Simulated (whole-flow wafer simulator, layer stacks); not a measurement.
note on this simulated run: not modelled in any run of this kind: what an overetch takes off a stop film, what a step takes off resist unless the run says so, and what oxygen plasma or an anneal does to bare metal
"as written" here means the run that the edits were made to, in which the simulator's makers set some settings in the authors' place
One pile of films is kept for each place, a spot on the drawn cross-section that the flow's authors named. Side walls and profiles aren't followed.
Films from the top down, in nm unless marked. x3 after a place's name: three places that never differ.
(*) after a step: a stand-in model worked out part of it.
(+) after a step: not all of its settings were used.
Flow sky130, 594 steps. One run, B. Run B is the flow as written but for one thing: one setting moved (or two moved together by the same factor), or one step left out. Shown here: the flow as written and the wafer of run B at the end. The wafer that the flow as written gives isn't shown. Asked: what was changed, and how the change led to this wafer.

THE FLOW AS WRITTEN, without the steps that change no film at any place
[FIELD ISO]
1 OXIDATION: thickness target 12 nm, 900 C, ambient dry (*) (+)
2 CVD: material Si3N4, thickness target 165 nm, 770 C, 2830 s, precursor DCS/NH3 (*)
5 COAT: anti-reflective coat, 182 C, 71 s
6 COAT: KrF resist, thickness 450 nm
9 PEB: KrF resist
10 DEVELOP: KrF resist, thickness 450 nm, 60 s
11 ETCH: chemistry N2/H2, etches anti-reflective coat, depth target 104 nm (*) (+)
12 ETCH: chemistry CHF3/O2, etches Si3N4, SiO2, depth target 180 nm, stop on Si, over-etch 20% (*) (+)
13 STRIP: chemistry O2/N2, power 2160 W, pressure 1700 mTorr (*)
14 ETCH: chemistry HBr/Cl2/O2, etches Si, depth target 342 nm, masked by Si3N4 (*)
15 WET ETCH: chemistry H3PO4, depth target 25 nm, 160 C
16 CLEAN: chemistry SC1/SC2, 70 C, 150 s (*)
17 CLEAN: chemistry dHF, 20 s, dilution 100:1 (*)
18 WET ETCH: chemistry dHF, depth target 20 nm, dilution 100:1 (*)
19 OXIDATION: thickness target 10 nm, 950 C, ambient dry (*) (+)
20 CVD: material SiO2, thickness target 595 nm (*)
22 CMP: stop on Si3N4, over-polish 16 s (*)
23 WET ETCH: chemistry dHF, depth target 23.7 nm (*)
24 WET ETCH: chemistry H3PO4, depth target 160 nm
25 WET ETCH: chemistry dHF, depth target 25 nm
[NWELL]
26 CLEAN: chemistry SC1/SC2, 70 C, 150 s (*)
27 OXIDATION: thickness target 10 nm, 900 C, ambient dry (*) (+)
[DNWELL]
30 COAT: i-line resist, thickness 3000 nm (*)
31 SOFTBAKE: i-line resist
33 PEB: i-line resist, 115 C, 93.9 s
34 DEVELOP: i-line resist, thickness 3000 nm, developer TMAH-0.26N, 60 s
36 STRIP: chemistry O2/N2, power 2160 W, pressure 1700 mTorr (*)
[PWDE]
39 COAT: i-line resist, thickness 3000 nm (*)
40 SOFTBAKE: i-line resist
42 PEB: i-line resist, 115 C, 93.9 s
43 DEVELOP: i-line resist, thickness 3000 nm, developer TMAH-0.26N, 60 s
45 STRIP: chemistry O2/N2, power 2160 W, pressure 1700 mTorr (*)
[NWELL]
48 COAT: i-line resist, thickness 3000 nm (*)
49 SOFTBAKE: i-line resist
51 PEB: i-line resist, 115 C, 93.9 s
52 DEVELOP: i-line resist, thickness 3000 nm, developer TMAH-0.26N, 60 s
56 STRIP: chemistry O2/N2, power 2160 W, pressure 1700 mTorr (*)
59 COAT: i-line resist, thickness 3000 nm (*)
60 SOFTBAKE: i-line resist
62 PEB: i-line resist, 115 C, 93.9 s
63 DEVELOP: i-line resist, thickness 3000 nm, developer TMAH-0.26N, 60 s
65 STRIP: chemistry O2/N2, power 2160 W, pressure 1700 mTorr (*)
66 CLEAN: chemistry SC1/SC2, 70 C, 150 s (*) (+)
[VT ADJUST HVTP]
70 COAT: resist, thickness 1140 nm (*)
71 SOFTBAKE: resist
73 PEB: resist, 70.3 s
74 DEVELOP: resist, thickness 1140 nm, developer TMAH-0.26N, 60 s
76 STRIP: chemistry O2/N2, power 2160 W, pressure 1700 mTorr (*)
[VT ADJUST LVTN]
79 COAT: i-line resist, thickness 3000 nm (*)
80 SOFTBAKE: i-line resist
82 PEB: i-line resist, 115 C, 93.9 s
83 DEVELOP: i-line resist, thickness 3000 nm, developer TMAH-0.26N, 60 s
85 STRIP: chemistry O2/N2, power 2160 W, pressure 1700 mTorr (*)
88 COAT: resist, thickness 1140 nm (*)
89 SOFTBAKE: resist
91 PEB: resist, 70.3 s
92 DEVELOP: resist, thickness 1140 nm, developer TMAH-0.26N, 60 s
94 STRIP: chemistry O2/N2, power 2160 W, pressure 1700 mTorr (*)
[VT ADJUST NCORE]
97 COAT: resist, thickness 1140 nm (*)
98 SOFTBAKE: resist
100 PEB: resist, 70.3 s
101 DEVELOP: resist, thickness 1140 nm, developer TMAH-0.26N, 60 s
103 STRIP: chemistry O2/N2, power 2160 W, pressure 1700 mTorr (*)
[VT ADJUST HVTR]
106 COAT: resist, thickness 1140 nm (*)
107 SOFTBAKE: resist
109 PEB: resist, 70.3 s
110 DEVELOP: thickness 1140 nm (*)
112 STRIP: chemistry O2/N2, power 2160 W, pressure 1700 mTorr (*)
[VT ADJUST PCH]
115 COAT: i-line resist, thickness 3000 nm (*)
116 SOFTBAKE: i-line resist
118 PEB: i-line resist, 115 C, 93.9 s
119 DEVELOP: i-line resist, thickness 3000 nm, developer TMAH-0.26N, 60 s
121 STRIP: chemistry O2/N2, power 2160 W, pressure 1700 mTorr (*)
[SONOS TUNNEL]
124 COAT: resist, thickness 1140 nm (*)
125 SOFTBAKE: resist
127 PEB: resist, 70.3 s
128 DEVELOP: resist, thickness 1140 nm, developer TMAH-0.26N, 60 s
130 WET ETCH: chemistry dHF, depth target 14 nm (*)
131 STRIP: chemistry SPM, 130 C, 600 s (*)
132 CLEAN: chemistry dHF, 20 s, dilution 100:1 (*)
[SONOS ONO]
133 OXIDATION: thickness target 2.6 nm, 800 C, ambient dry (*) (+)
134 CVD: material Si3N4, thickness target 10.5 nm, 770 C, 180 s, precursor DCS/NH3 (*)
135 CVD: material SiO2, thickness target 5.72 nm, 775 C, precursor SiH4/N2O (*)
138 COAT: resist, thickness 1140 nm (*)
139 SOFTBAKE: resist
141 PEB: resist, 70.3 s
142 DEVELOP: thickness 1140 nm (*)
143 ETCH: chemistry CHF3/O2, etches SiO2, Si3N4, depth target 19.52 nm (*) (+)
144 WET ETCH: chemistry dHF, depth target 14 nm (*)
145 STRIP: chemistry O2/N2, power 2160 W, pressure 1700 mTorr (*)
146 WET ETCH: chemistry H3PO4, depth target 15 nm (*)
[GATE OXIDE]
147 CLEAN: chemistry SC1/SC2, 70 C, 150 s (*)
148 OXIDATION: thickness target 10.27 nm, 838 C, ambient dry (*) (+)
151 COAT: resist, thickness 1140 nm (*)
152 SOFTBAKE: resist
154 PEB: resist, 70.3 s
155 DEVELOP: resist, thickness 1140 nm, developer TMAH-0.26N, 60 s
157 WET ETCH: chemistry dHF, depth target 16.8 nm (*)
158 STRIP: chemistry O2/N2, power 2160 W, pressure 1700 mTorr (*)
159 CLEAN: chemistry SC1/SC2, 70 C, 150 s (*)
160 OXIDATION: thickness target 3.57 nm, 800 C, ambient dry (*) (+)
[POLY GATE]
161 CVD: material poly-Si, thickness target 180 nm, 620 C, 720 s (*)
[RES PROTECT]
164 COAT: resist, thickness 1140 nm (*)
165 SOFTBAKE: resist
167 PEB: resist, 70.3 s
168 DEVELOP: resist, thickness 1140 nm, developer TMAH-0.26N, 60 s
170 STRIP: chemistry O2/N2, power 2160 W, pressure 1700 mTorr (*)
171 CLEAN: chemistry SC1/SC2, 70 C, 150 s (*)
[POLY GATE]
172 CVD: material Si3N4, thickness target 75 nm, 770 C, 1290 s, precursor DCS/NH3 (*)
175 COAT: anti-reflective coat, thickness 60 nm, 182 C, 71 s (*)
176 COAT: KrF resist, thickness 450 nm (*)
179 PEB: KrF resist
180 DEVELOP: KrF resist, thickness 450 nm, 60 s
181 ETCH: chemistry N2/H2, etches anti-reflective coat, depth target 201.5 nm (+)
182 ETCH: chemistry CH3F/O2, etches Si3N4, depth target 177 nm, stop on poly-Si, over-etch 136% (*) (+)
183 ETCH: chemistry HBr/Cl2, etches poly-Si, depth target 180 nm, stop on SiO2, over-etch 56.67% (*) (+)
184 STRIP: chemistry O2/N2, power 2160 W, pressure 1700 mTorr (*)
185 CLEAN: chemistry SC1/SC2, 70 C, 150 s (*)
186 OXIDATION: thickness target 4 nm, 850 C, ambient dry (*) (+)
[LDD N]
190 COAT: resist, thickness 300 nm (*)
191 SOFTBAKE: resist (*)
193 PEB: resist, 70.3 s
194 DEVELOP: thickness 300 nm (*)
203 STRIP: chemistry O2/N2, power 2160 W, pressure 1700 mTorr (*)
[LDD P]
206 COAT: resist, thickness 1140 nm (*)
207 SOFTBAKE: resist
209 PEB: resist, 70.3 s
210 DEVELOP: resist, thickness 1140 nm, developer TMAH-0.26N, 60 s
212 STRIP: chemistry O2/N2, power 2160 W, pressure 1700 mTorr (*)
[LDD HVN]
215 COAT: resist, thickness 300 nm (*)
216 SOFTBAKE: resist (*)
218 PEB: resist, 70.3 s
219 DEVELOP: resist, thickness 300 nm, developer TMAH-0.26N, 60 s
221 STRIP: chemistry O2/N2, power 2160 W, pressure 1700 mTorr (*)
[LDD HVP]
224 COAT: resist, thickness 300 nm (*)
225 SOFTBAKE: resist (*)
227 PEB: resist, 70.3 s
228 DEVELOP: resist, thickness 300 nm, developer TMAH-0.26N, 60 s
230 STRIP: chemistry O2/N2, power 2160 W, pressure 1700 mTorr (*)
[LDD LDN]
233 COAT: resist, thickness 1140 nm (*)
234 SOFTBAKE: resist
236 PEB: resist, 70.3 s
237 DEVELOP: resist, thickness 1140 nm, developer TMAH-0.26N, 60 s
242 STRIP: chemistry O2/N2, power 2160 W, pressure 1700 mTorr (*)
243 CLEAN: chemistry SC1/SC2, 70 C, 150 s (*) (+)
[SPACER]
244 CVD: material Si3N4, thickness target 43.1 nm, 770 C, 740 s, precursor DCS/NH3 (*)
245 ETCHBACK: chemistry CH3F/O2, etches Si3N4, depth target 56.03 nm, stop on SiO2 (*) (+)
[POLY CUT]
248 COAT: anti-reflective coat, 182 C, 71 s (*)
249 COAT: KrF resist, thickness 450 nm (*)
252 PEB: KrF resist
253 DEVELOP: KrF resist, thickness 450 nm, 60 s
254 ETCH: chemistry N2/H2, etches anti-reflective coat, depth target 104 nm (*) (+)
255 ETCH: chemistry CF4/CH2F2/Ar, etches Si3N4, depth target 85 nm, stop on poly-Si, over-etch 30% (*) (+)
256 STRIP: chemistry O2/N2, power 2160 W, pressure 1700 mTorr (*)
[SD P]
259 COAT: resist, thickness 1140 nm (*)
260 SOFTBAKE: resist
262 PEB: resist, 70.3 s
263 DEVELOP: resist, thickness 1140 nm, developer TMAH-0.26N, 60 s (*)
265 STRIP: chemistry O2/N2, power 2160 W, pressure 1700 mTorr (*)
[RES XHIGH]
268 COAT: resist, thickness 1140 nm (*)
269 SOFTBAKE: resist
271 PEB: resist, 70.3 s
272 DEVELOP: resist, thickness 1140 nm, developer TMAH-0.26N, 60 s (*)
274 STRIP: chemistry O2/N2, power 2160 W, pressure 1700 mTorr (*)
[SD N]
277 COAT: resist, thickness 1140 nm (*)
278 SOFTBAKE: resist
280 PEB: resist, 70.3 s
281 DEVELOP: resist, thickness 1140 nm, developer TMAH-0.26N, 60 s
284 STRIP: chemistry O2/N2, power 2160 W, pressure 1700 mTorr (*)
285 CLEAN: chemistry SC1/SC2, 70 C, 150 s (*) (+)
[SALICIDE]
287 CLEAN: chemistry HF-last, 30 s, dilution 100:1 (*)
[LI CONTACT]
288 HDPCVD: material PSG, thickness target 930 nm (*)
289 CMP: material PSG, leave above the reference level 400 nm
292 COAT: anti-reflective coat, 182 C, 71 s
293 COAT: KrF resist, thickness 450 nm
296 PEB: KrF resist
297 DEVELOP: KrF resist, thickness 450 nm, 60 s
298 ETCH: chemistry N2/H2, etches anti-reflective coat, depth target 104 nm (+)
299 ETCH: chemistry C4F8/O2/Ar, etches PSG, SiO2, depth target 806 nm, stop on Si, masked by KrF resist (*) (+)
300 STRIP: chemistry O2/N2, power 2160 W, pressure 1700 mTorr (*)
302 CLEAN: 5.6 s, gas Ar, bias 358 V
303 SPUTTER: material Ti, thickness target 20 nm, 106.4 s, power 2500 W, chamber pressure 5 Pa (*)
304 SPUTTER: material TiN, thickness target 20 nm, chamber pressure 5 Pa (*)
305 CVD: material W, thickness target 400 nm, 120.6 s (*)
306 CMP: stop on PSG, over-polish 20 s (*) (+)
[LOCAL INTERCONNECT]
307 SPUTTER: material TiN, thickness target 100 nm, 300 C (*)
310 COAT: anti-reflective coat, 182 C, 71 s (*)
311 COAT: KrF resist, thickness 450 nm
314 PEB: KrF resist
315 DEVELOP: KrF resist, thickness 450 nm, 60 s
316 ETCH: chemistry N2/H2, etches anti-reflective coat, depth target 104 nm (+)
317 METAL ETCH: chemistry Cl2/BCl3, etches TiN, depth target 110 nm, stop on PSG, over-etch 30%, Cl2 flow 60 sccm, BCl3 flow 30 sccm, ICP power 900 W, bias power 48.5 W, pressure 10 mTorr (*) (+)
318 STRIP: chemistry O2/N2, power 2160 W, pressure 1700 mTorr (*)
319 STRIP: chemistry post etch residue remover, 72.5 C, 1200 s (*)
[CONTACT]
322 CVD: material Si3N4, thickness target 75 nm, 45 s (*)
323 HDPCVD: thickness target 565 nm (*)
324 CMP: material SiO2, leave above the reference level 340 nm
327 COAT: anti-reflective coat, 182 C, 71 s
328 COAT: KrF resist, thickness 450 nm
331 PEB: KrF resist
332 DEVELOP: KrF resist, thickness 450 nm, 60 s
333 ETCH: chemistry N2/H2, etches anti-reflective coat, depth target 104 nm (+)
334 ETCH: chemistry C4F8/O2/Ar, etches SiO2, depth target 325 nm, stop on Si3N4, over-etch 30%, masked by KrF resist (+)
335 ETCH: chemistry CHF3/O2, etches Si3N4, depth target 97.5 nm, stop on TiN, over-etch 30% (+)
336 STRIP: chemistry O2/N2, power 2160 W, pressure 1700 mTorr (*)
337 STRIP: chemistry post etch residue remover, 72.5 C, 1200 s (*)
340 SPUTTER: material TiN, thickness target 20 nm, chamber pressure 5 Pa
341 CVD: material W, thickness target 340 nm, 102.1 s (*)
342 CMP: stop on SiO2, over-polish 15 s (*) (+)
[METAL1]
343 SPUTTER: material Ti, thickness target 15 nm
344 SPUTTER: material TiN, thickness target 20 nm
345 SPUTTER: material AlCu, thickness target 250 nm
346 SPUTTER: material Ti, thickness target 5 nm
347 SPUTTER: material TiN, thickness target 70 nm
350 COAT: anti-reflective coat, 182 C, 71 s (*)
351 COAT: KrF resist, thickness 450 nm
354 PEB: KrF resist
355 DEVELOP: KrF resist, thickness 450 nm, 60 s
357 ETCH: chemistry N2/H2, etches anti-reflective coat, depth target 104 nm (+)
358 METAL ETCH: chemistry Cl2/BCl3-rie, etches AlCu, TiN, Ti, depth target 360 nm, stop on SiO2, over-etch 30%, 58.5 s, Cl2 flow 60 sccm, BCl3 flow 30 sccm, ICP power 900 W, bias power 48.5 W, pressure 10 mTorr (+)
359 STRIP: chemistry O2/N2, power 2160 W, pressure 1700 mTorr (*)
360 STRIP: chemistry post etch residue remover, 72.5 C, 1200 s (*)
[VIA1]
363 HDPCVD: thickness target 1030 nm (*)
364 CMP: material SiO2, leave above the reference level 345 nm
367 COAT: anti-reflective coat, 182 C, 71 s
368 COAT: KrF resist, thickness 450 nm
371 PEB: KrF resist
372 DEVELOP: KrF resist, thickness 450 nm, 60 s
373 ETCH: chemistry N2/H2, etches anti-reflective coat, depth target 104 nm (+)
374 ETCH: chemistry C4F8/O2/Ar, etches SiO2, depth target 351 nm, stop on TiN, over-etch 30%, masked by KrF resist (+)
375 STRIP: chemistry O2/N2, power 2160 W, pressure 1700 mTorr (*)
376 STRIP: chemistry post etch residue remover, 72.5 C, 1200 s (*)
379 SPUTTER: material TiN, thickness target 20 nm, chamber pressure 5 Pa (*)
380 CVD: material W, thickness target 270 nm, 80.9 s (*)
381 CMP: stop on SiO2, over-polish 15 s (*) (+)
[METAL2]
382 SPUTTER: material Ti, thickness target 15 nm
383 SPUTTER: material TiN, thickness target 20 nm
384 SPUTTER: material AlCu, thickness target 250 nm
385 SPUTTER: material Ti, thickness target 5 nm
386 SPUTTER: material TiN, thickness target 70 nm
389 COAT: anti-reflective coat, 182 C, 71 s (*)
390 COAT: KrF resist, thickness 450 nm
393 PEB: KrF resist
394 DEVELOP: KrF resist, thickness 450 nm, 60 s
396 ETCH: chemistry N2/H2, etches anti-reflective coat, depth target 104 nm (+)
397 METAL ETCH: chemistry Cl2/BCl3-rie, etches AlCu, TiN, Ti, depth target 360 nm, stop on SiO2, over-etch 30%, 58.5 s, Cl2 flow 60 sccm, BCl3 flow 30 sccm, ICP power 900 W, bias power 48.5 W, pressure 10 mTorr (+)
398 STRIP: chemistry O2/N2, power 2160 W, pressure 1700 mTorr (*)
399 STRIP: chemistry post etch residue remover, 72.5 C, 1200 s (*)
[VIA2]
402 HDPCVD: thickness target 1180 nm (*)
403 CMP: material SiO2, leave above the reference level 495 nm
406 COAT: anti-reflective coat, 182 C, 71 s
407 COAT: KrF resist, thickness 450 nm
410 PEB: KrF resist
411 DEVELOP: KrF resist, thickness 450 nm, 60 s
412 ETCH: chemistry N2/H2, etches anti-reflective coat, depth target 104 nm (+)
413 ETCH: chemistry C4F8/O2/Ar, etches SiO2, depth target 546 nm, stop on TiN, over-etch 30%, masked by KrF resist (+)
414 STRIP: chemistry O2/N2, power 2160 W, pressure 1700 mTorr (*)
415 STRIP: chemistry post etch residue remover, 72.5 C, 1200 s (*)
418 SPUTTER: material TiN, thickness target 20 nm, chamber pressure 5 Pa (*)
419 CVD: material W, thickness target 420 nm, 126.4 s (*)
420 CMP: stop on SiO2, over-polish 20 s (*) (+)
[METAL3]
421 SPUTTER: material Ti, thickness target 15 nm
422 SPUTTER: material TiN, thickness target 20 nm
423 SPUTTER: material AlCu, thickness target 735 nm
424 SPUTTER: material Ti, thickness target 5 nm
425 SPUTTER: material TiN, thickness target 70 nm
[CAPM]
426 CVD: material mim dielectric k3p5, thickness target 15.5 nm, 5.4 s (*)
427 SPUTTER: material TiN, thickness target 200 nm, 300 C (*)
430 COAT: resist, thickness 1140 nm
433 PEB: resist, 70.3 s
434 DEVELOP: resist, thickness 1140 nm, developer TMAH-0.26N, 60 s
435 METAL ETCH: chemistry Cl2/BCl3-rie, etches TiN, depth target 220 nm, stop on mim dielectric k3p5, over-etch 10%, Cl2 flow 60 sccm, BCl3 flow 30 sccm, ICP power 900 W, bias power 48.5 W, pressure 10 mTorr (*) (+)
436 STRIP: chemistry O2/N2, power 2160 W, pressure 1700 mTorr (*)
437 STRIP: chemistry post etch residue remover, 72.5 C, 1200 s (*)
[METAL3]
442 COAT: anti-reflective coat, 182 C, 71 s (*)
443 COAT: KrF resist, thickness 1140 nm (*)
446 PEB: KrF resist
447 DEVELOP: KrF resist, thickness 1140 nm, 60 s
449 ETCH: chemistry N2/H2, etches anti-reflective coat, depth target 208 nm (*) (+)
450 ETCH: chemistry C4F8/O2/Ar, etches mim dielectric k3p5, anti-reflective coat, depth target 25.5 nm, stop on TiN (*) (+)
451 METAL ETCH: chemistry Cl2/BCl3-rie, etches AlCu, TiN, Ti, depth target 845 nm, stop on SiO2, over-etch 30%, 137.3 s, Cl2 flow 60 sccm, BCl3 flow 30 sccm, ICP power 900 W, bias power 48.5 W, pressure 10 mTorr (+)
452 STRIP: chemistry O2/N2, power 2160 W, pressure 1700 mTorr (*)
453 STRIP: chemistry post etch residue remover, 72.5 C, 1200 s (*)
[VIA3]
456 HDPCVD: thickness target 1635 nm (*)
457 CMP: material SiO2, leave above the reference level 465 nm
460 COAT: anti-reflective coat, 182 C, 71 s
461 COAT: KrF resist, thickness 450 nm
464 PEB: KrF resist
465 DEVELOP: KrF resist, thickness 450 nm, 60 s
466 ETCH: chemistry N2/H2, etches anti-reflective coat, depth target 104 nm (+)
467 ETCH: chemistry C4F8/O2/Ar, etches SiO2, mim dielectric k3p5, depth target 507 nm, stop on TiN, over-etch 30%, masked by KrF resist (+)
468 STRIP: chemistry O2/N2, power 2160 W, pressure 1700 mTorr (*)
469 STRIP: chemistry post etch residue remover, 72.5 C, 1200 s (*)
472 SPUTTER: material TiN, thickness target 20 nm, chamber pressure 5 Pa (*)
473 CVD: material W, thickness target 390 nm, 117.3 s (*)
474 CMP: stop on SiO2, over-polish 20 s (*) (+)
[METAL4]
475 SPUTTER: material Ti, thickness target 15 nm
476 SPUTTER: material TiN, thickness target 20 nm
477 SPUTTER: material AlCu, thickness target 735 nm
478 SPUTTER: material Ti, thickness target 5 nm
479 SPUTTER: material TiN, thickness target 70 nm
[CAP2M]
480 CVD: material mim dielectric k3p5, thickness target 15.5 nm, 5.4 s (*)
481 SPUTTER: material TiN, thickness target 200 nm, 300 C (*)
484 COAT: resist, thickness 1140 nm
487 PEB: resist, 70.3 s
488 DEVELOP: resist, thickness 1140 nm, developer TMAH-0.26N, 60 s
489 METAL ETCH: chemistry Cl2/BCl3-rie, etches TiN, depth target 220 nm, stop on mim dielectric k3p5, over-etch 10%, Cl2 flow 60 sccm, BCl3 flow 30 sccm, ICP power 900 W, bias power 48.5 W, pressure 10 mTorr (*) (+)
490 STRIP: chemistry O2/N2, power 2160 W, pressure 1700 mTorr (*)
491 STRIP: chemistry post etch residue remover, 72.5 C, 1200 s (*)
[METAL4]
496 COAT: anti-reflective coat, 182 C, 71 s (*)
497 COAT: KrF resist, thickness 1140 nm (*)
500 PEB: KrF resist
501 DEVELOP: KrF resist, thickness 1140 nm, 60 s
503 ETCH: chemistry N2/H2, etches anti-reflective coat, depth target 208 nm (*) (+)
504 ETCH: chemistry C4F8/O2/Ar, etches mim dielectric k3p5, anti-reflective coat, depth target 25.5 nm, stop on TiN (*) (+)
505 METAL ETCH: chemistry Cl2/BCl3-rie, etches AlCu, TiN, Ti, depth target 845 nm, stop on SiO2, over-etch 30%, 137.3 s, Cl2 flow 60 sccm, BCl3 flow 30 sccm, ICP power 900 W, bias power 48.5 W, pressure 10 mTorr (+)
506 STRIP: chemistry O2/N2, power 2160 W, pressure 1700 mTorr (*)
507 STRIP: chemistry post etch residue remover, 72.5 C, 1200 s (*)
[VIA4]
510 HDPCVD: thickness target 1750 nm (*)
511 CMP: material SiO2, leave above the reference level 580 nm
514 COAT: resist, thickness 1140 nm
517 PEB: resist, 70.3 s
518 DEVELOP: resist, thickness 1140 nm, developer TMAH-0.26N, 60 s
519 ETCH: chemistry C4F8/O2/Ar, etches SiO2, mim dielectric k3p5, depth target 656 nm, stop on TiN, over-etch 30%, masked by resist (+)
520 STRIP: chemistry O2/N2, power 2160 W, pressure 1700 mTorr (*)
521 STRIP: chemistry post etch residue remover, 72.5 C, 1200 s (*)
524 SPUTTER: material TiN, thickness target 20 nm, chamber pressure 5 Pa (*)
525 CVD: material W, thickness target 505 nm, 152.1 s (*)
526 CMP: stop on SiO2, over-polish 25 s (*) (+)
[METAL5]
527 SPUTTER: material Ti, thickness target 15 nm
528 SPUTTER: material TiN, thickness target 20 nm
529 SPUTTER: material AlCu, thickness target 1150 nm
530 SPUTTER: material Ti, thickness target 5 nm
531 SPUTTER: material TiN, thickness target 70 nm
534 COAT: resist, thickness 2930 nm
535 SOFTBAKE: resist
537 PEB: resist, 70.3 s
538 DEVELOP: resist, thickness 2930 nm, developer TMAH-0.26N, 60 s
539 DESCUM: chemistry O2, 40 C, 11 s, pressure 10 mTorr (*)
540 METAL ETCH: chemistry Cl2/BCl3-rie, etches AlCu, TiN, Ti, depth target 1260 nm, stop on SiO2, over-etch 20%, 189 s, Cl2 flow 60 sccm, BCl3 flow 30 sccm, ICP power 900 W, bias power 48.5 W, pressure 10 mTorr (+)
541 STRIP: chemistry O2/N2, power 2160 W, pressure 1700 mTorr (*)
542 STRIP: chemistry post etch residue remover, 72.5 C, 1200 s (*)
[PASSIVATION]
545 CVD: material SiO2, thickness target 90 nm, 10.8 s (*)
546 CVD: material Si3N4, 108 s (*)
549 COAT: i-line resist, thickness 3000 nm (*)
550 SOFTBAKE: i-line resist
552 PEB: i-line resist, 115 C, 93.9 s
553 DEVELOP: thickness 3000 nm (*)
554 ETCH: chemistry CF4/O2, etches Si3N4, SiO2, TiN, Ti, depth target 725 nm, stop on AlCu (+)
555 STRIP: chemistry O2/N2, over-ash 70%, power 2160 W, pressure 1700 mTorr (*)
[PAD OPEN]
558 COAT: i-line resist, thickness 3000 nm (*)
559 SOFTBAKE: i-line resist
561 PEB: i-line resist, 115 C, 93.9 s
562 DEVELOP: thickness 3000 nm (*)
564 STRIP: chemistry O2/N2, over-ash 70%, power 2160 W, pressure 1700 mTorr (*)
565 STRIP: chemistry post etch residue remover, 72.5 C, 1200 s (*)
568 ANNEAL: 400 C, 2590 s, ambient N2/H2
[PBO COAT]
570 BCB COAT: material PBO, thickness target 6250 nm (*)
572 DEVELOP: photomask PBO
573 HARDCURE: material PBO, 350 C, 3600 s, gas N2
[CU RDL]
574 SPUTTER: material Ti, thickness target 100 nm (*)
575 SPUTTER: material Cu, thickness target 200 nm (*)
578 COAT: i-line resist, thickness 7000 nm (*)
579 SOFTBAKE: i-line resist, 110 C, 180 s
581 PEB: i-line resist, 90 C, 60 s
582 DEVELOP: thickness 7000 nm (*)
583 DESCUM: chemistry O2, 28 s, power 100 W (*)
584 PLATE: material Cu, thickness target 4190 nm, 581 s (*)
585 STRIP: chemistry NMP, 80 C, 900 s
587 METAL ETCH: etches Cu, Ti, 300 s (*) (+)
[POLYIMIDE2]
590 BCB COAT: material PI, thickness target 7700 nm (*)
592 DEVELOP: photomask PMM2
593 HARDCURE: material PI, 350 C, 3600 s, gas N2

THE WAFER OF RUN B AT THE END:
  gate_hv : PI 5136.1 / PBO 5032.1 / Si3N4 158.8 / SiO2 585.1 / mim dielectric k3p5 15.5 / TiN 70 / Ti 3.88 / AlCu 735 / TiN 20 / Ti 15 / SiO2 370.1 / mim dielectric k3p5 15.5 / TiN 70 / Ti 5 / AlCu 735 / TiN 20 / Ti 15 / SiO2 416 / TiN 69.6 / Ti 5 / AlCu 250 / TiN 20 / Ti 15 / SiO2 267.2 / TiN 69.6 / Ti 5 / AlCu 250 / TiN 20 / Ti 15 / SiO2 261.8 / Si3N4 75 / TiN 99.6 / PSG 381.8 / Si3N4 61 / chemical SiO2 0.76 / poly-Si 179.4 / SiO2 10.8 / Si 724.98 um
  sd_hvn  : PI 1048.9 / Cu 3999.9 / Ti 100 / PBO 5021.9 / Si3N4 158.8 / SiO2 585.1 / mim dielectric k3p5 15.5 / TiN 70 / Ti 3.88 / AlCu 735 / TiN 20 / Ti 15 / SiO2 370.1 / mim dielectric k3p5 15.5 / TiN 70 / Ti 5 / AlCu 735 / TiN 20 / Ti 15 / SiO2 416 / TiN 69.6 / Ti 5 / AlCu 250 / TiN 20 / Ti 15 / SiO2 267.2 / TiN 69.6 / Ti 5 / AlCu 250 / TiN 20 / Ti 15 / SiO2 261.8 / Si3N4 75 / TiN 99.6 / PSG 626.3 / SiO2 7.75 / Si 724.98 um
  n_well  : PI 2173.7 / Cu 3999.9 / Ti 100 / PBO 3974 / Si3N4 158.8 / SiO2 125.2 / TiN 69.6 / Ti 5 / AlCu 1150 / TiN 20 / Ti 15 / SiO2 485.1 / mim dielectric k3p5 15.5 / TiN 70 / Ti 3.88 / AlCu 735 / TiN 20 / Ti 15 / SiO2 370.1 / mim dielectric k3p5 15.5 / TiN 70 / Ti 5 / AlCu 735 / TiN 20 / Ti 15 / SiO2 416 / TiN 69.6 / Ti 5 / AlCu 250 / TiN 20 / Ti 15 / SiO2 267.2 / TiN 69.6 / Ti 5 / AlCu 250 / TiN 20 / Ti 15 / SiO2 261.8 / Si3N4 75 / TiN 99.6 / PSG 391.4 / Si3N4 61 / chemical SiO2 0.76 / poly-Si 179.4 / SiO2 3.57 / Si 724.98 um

The cause: step 478, SPUTTER: thickness target 3.88 nm was run, where the flow has thickness target 5 nm.
It can be read off the wafer: gate_hv has Ti 3.88, and step 478 as written asks for 5 nm.

How the change led to this, step by step:
  478 SPUTTER: material Ti, thickness target 5 nm
      field, active, n_well and 189 more: Ti +3.88 (new film) (as written it would be: Ti +5 (new film))
  505 METAL ETCH: chemistry Cl2/BCl3-rie, etches AlCu, TiN, Ti, depth target 845 nm, stop on SiO2, over-etch 30%, 137.3 s, Cl2 flow 60 sccm, BCl3 flow 30 sccm, ICP power 900 W, bias power 48.5 W, pressure 10 mTorr (+)
      field, gate, spacer and 68 more: TiN -70 (all of it), Ti -3.88 (all of it), AlCu -735 (all of it), TiN -20 (all of it), Ti -15 (all of it), SiO2 -25.5 (as written it would be: TiN -70 (all of it), Ti -5 (all of it), AlCu -735 (all of it), TiN -20 (all of it), Ti -15 (all of it), SiO2 -25.4)
      active, vpp_iso1, mim_edge_plate and 14 more: TiN -70 (all of it), Ti -3.88 (all of it), AlCu -735 (all of it), TiN -20 (all of it), Ti -15 (all of it), SiO2 -25.5 (as written it would be: TiN -70 (all of it), Ti -5 (all of it), AlCu -735 (all of it), TiN -20 (all of it), Ti -15 (all of it), SiO2 -25.3)
